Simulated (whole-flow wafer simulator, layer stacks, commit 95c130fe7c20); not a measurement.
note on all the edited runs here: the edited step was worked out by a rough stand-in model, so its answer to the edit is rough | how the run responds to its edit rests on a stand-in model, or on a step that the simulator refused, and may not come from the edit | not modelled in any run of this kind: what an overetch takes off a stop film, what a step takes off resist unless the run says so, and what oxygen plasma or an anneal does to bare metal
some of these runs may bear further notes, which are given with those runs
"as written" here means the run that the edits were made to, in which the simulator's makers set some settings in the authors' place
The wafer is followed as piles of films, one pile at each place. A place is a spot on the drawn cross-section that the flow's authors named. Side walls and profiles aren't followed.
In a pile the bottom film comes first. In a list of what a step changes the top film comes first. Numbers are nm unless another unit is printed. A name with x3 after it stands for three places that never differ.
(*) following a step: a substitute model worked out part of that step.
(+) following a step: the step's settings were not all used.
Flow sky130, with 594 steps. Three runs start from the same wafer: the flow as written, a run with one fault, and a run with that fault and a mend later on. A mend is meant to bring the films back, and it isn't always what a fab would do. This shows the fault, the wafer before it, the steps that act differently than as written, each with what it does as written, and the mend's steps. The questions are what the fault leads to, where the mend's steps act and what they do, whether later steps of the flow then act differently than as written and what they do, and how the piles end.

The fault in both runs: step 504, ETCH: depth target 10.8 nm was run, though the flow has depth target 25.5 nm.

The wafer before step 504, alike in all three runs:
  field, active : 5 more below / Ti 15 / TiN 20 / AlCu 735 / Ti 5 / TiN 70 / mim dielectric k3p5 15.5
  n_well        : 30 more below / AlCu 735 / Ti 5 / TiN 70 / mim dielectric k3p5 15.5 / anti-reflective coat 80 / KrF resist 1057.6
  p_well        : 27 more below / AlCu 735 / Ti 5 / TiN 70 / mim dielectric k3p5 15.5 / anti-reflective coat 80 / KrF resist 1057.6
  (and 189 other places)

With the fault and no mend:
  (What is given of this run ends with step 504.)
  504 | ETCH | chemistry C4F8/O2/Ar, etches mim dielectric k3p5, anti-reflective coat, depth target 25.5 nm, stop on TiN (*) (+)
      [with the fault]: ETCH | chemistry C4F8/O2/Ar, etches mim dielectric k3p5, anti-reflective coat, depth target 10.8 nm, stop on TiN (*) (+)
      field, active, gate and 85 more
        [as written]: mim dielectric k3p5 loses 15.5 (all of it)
        [with the fault]: mim dielectric k3p5 loses 10.8
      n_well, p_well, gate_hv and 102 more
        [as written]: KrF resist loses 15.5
        [with the fault]: KrF resist loses 7.2
  After step 504, at field, active, gate and 85 more, the piles differ from the flow's by more than 2% or 0.5 nm, whichever is larger.
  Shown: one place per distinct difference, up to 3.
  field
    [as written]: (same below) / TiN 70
    [with the fault]: (same below) / TiN 70 / mim dielectric k3p5 4.7

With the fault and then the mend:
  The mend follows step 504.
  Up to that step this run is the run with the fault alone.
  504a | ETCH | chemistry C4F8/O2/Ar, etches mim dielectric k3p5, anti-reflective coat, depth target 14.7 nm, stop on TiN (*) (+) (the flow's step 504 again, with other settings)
      n_well, p_well, gate_hv and 102 more
        KrF resist loses 4.7
      field, active, gate and 85 more
        mim dielectric k3p5 loses 4.7 (all of it)
  Later steps of the flow that are run all act as written at every place that is followed, up to a difference of at most 2% or 0.5 nm, whichever is larger.
  At every place that both follow, the piles at the end match the flow's.
